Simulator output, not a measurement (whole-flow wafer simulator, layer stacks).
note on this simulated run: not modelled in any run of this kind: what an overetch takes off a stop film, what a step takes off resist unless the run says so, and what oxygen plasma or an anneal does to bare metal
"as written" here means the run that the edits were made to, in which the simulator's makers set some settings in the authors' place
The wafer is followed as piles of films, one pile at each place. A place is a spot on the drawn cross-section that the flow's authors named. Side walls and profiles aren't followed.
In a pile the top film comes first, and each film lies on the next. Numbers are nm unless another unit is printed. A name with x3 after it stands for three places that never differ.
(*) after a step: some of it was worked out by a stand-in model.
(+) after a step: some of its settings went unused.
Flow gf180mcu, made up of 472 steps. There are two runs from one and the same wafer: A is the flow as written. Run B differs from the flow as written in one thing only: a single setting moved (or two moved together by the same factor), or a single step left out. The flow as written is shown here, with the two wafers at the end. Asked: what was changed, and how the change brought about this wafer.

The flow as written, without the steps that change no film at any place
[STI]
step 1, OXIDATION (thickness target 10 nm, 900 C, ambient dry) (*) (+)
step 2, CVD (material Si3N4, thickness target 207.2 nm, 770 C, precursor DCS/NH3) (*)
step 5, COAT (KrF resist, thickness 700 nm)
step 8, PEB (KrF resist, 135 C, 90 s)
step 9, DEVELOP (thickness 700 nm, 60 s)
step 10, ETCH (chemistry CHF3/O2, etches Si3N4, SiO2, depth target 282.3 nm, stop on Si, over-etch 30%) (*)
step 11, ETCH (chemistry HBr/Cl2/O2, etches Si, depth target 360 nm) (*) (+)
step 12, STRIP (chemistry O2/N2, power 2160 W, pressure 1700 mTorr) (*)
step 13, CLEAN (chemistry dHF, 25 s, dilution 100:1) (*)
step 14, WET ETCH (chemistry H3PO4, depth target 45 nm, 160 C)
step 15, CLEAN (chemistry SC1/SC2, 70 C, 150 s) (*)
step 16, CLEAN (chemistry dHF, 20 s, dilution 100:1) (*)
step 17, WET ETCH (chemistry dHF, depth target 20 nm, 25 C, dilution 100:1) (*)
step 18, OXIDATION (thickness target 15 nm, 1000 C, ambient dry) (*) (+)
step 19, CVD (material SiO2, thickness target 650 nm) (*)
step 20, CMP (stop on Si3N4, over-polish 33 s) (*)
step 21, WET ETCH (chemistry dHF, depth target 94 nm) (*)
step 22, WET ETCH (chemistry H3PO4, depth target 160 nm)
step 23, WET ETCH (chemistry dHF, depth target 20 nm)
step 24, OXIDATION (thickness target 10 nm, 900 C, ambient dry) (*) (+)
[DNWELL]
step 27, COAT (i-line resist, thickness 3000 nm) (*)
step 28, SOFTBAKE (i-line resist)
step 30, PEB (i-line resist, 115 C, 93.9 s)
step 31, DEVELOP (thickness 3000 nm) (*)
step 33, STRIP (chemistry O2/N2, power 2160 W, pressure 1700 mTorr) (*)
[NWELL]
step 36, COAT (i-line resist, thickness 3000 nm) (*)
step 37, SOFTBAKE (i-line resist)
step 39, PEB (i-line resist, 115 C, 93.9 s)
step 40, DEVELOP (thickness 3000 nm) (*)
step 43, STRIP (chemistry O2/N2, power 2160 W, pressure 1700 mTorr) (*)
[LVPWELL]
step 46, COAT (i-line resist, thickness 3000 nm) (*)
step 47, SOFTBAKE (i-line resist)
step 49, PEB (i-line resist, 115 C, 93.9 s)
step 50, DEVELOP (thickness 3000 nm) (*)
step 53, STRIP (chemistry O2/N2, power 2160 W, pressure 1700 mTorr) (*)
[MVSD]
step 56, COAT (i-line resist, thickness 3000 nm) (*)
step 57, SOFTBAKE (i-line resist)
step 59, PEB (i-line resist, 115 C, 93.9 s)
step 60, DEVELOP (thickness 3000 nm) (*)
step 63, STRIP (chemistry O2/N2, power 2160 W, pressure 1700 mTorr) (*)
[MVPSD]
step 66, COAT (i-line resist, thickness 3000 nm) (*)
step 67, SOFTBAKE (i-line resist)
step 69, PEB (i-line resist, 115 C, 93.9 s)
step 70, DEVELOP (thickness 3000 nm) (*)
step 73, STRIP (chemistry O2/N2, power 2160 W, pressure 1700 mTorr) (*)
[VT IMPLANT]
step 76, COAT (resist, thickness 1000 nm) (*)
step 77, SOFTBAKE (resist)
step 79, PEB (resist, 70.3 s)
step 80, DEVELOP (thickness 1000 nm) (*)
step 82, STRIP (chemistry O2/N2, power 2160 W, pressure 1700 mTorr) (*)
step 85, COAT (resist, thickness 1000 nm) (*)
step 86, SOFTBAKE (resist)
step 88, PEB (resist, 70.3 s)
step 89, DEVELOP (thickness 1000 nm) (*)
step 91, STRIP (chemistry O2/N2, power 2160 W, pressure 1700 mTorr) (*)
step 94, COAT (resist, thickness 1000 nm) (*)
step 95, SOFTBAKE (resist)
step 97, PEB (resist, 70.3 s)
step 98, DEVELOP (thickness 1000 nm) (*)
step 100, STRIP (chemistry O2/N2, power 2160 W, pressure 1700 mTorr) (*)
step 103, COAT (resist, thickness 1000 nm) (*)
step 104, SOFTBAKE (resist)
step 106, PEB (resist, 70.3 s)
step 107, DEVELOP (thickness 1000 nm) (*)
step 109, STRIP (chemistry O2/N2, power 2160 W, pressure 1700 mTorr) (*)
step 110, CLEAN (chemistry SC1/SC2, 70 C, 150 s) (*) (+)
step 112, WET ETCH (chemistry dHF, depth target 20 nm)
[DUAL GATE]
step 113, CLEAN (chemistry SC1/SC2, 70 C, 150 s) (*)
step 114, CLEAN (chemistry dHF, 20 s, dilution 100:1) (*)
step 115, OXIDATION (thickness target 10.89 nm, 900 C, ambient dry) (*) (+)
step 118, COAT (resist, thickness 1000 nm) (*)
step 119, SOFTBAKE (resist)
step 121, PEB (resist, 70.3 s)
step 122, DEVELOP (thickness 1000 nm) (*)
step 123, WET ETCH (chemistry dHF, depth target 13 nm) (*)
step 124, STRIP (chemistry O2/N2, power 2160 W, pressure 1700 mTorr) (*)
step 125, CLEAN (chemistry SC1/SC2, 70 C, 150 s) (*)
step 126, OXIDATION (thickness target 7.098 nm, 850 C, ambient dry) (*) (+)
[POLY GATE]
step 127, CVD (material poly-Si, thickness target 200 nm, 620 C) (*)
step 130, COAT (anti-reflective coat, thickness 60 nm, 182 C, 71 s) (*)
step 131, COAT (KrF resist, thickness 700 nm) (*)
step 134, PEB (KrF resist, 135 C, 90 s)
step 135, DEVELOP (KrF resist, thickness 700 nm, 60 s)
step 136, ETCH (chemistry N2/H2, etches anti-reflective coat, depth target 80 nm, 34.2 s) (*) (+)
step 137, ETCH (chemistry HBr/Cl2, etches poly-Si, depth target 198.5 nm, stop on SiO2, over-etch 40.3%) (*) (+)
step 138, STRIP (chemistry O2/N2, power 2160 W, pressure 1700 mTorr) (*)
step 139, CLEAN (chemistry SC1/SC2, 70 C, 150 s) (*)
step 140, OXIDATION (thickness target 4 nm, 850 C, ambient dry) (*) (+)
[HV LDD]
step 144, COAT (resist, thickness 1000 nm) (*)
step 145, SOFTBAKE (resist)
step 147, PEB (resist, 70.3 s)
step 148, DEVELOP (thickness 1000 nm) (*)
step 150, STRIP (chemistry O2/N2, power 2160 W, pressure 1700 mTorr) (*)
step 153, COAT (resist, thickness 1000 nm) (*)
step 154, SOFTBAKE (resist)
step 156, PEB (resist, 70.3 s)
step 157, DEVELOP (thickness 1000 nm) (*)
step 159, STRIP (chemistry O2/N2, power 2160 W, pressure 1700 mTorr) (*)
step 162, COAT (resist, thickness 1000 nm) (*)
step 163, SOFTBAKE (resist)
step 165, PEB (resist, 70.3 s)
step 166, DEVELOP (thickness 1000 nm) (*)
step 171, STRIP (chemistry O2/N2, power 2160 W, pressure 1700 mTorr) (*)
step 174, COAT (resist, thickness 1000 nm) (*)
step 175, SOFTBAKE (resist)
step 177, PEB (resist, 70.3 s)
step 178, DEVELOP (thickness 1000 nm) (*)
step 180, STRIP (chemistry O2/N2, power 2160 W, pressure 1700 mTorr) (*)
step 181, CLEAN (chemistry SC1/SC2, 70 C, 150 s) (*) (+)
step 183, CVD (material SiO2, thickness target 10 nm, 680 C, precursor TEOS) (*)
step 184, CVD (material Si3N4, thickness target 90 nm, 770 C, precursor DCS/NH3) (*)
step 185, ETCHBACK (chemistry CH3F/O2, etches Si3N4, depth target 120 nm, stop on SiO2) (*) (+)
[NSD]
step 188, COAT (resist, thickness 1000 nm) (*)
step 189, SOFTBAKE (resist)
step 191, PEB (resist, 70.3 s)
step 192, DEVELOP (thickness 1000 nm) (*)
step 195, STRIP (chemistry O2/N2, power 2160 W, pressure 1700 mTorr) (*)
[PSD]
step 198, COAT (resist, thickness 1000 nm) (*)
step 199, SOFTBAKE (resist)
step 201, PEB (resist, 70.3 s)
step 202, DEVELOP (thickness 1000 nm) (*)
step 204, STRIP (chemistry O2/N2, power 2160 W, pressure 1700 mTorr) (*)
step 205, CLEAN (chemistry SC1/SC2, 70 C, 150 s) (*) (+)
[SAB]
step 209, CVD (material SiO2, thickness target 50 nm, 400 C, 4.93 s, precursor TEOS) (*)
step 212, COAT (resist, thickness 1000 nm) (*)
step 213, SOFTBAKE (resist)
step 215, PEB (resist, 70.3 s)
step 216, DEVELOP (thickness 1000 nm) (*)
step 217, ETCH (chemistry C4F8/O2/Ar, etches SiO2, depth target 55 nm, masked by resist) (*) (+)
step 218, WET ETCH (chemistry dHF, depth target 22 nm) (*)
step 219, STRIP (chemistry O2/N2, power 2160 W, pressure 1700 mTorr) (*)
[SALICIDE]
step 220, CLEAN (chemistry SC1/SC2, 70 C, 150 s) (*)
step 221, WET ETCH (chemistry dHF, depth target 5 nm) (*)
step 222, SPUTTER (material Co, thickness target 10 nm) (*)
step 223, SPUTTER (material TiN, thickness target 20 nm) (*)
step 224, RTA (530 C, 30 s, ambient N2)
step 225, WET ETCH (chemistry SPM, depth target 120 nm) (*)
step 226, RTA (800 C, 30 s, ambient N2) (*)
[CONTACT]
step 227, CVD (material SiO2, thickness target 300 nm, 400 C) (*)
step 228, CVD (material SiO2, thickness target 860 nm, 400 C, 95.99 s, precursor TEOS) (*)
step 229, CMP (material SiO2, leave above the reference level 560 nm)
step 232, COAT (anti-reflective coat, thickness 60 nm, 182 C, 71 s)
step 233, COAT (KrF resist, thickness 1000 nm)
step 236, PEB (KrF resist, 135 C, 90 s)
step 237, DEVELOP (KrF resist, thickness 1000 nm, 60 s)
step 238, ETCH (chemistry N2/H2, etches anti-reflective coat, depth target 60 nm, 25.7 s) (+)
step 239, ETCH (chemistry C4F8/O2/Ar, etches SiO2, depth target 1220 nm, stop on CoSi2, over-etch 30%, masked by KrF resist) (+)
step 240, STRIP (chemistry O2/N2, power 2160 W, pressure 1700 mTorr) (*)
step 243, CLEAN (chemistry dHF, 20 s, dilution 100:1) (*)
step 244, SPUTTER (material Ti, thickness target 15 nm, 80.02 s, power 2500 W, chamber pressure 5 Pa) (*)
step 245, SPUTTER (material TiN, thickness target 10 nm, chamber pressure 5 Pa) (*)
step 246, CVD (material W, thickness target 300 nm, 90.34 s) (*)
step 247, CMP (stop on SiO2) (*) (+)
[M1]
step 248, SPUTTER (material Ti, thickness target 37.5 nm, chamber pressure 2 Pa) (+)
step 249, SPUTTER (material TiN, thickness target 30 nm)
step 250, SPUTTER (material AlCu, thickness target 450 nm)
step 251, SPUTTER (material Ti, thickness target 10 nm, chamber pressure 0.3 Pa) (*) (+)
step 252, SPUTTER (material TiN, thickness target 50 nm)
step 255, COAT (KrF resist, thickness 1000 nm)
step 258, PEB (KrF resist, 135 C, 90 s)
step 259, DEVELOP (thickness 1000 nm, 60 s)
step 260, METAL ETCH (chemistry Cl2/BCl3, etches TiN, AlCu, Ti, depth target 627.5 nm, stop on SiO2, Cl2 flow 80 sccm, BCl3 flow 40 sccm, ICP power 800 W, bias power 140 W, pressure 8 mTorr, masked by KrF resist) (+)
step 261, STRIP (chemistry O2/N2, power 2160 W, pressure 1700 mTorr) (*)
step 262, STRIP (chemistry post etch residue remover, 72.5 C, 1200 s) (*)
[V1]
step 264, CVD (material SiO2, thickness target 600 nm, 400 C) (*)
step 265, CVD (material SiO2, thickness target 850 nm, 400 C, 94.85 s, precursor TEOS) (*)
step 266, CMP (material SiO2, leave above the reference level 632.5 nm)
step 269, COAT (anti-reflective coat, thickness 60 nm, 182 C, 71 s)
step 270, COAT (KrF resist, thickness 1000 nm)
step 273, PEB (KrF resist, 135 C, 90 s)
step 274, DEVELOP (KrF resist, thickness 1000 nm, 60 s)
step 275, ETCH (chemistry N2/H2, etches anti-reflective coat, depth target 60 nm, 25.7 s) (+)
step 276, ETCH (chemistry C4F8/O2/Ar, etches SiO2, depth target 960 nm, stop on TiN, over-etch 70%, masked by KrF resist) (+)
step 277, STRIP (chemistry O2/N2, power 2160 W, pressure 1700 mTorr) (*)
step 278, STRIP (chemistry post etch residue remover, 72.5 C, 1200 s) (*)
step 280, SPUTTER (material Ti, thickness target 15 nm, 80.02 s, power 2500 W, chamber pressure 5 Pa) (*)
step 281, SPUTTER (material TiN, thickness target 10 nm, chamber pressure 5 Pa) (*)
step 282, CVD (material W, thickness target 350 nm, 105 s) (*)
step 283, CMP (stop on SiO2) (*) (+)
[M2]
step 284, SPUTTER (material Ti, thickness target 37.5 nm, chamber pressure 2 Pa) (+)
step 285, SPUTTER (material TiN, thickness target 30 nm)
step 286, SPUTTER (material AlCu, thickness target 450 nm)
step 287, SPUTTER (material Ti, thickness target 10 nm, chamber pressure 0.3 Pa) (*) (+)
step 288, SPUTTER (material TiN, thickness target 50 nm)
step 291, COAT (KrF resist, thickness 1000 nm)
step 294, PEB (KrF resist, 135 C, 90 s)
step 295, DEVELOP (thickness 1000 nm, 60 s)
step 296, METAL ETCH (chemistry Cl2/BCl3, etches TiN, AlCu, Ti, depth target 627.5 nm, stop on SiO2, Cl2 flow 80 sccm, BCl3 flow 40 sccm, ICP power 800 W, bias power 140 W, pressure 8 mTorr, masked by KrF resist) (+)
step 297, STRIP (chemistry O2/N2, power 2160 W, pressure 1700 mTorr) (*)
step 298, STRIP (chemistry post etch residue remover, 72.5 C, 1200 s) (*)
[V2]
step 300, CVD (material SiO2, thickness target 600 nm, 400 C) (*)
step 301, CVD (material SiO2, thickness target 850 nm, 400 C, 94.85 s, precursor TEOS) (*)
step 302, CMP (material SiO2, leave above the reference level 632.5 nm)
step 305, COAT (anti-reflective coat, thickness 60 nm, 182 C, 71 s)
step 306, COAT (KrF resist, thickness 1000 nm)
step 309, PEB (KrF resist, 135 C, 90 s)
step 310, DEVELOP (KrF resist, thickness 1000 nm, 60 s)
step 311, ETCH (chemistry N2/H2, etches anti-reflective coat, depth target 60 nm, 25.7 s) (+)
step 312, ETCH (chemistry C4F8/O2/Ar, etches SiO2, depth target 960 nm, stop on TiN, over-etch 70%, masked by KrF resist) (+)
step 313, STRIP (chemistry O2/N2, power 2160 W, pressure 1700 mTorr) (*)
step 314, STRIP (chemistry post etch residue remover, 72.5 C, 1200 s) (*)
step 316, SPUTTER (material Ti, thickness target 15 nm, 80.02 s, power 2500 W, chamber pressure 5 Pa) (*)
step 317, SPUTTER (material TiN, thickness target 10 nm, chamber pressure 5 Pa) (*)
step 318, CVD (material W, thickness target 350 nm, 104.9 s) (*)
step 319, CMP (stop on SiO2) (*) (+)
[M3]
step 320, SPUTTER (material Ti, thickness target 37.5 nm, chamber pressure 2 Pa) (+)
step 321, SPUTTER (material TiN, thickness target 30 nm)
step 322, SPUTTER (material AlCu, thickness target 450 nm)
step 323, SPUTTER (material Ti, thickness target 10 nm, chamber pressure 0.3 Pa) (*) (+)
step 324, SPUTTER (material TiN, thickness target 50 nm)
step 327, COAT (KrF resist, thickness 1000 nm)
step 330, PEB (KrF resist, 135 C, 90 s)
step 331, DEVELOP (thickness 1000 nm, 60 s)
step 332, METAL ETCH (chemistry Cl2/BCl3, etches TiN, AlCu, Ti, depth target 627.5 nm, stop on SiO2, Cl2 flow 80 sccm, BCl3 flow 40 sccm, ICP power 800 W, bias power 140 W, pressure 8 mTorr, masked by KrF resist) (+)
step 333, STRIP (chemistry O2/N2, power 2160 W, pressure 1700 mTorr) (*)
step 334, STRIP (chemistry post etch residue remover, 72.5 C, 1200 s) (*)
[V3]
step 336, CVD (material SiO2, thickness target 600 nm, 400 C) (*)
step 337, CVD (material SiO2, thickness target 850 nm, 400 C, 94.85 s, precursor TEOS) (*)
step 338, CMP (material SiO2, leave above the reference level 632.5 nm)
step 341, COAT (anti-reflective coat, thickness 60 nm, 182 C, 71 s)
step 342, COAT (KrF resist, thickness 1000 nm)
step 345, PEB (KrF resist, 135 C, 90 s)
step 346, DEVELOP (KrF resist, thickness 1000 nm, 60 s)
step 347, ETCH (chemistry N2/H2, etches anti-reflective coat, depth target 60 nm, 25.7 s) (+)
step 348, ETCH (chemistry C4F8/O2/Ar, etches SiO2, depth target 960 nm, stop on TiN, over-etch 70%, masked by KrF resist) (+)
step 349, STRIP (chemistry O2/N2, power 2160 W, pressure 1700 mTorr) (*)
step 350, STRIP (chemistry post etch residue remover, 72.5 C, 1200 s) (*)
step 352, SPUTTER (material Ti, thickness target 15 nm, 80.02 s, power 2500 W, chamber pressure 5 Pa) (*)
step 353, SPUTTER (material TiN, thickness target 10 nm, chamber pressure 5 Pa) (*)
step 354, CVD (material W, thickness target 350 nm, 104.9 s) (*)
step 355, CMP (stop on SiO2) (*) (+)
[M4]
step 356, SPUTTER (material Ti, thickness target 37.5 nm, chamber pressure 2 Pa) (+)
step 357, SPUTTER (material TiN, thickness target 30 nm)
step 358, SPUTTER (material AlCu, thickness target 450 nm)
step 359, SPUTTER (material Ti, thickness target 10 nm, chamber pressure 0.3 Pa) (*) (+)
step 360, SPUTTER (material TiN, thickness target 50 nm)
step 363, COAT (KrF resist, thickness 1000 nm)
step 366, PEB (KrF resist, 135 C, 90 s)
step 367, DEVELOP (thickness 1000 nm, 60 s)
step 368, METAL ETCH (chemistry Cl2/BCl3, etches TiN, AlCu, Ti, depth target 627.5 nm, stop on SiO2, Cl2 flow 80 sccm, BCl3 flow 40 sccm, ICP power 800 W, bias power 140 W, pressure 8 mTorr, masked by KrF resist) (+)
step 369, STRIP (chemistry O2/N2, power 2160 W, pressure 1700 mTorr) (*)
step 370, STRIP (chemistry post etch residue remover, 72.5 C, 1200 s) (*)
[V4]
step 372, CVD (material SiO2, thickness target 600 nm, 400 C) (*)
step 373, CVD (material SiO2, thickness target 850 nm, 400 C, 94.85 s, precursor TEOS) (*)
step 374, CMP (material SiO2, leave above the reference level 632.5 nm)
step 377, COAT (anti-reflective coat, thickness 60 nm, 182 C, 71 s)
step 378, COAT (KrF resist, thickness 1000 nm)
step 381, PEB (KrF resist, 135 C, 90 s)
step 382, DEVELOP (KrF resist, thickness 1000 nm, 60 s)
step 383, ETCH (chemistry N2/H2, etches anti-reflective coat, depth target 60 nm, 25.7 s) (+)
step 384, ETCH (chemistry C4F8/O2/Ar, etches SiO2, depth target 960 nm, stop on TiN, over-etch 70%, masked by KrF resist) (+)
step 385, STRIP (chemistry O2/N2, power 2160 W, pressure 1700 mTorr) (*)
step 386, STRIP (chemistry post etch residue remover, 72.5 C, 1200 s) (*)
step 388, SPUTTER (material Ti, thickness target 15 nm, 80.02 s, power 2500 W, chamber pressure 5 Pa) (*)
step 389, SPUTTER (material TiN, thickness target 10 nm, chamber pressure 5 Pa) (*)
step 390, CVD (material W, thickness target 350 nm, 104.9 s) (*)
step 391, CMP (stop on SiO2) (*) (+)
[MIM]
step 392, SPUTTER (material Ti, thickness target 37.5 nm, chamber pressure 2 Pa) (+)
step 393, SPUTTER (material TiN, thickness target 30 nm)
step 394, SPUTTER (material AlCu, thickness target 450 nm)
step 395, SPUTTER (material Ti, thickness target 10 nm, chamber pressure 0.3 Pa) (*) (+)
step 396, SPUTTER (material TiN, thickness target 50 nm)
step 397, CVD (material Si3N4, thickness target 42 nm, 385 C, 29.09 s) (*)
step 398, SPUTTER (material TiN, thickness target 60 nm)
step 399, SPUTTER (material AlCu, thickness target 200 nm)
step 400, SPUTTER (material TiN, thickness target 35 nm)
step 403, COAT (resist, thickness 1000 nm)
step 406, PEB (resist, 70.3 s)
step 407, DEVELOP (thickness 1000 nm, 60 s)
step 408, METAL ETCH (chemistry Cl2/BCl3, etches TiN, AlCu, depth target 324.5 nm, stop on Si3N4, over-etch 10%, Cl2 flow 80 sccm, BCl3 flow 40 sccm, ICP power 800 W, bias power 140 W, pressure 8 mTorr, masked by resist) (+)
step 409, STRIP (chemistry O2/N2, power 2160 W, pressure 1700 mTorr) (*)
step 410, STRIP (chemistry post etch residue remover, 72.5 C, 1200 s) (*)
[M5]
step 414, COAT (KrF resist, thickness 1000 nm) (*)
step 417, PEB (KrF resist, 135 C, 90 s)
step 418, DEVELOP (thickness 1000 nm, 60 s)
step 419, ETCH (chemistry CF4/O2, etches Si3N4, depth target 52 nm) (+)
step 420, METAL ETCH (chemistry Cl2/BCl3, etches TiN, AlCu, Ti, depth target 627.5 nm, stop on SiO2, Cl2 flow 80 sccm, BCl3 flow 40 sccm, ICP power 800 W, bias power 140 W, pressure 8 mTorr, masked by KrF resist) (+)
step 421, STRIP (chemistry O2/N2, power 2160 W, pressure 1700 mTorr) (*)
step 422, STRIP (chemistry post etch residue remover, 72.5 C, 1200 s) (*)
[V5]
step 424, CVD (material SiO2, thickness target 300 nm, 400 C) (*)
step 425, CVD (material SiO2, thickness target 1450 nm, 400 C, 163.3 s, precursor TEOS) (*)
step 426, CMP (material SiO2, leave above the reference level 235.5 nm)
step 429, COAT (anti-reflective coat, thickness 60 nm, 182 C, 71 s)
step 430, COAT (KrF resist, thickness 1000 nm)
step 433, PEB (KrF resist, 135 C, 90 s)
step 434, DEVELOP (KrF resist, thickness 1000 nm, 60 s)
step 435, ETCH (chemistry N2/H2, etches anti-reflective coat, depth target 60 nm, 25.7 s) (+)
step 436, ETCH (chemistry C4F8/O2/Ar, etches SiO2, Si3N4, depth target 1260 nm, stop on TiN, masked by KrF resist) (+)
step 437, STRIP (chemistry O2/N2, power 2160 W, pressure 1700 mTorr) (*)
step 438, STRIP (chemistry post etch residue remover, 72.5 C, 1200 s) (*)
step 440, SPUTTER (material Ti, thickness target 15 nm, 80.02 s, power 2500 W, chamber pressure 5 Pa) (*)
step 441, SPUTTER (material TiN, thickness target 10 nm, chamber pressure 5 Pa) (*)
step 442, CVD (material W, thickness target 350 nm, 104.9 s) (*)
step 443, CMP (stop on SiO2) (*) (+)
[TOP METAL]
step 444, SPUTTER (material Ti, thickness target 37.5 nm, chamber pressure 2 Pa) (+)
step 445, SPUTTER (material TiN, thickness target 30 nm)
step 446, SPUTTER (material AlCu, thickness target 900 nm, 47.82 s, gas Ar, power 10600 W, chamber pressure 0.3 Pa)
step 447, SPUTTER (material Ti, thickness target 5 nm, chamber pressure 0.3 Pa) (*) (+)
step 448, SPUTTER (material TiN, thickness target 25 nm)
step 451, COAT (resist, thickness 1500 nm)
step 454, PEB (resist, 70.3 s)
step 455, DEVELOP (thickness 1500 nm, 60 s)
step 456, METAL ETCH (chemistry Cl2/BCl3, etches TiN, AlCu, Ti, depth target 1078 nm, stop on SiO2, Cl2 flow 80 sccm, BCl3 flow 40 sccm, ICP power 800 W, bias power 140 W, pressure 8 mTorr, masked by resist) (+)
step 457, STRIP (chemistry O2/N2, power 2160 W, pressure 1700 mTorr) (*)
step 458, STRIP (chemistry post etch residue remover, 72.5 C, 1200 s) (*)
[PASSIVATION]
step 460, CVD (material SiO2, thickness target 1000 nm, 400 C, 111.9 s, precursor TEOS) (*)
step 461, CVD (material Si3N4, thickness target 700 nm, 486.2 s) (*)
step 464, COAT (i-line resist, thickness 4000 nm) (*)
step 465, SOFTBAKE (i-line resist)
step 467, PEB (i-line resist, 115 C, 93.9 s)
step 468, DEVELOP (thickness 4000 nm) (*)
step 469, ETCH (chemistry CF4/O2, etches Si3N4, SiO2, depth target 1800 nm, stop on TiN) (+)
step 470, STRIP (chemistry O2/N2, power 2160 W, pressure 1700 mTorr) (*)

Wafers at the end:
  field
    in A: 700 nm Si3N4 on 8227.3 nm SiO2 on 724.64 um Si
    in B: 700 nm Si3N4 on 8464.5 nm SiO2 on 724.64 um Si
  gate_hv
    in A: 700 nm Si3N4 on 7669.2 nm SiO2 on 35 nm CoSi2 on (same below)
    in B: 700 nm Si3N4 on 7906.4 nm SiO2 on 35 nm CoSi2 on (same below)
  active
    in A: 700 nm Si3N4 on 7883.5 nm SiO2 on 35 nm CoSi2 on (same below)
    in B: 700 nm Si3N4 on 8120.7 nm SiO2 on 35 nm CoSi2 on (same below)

The reason: step 338, CMP: leave above the reference level 869.7 nm was run, whereas the flow has leave above the reference level 632.5 nm.

The path from the change to this, step by step:
  step 338, CMP (material SiO2, leave above the reference level 632.5 nm)
      field, field__w1, field__w2 and 103 more: A SiO2 loses 300 | B SiO2 loses 62.8
      field__w8, contact, m1, m1__w1, m1_nw: A SiO2 loses 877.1 | B SiO2 loses 639.9
  step 348, ETCH (chemistry C4F8/O2/Ar, etches SiO2, depth target 960 nm, stop on TiN, over-etch 70%, masked by KrF resist) (+)
      contact: A SiO2 loses 572.5 (all of it) | B SiO2 loses 809.7 (all of it)
  step 352, SPUTTER (material Ti, thickness target 15 nm, 80.02 s, power 2500 W, chamber pressure 5 Pa) (*)
      contact: A Ti gains 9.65 (new film) | B Ti gains 8.41 (new film)
  step 353, SPUTTER (material TiN, thickness target 10 nm, chamber pressure 5 Pa) (*)
      contact: A TiN gains 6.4 (new film) | B TiN gains 5.57 (new film)
  step 354, CVD (material W, thickness target 350 nm, 104.9 s) (*)
      contact: A W gains 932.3 (new film) | B W gains 1171.6 (new film)
